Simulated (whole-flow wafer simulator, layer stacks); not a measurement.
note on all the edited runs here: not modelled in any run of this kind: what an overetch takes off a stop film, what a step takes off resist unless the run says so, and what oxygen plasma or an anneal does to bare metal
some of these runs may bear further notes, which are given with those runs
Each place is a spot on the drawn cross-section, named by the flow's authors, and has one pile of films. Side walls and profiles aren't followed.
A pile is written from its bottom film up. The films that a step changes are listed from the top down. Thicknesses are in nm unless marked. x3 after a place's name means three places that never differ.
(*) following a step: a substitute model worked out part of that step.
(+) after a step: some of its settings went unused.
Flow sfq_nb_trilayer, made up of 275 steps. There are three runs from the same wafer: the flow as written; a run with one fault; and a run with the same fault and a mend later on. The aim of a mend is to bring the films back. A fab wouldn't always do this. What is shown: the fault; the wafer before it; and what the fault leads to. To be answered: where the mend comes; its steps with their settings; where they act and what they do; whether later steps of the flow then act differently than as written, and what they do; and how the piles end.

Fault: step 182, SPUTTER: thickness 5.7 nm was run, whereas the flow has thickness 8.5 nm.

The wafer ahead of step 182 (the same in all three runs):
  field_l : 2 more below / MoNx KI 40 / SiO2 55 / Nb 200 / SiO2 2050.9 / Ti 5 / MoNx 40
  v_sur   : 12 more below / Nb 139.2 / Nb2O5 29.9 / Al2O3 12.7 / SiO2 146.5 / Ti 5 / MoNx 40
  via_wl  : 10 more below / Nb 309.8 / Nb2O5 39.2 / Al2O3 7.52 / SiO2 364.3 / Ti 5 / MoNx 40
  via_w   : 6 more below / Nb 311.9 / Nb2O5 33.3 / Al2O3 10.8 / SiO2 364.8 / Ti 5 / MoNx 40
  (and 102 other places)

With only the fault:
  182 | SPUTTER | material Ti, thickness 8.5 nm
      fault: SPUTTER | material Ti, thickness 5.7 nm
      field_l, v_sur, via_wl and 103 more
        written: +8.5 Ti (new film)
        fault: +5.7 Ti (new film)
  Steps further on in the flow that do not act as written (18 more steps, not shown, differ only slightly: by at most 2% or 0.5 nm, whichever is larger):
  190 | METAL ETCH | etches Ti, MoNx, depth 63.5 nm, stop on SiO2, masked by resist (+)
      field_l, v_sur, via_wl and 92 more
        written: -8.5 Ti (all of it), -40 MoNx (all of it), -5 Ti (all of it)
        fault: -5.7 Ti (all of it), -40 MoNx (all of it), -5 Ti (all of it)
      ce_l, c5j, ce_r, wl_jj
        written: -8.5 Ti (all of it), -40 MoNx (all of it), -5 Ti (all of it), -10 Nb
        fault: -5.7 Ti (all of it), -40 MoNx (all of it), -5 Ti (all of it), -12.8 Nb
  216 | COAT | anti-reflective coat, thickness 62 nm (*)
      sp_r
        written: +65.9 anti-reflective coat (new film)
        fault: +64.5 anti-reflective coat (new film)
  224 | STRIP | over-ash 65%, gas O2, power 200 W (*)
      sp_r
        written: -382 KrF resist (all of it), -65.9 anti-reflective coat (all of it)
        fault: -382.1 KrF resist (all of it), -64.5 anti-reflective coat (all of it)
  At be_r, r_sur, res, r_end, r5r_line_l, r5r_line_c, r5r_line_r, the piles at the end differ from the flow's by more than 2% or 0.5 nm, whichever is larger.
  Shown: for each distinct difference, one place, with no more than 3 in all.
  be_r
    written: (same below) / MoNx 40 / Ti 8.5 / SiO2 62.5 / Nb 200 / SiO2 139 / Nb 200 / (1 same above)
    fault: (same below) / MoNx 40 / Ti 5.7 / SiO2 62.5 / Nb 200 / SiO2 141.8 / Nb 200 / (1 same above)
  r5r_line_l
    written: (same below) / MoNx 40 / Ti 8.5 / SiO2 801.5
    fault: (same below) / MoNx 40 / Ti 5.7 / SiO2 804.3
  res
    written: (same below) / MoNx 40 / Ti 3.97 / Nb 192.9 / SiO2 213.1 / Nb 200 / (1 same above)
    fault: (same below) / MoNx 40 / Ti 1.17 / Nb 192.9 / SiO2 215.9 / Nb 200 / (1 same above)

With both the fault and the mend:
  The mend stands after step 182.
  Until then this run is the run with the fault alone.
  182a | SPUTTER | material Ti, thickness 2.8 nm (a further turn of the flow's step 182, with different settings)
      field_l, v_sur, via_wl and 103 more
        +2.8 Ti
  None of the later steps of the flow acts differently than as written at any place that is followed.
  The piles end the same as the flow's at every place that both follow.
